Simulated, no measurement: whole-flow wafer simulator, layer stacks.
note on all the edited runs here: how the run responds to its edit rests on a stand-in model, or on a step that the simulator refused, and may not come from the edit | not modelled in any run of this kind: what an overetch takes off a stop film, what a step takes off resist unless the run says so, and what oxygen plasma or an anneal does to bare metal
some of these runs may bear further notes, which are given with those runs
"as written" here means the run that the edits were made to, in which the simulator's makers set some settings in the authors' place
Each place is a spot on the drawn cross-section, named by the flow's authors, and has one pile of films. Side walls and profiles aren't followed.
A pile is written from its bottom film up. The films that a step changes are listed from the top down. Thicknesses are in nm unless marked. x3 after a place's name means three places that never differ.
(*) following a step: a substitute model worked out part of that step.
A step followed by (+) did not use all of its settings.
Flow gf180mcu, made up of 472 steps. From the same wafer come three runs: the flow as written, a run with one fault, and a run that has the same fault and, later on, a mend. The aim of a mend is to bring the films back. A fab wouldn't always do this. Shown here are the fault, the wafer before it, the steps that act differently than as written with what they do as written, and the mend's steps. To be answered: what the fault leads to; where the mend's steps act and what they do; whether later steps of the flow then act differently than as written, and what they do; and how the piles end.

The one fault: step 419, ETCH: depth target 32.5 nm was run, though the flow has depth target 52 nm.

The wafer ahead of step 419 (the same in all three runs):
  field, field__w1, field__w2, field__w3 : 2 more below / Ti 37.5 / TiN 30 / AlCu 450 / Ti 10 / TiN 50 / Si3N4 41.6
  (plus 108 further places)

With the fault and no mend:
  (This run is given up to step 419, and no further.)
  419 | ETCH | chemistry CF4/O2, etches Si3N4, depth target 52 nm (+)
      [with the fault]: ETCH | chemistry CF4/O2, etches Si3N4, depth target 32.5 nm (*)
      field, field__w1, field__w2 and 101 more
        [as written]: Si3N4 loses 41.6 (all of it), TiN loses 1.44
        [with the fault]: Si3N4 loses 32.5
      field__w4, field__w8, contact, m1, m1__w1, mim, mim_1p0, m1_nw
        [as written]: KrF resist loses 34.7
        [with the fault]: KrF resist loses 21.7
  Once step 419 is done, the piles at field, field__w1, field__w2 and 101 more depart from the flow's by more than 2% or 0.5 nm, whichever is larger.
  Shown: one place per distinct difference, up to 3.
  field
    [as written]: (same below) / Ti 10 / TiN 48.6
    [with the fault]: (same below) / Ti 10 / TiN 50 / Si3N4 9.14

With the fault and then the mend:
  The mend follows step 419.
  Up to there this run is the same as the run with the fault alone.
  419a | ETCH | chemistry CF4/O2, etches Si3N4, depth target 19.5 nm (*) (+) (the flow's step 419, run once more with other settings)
      field, field__w1, field__w2 and 101 more
        Si3N4 loses 9.14 (all of it), TiN loses 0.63
      field__w4, field__w8, contact, m1, m1__w1, mim, mim_1p0, m1_nw
        KrF resist loses 9.14
  Every later step of the flow that is run acts as written, at every place that is followed, to within 2% or 0.5 nm, whichever is larger.
  By the end, the piles equal the flow's at every place that both follow.
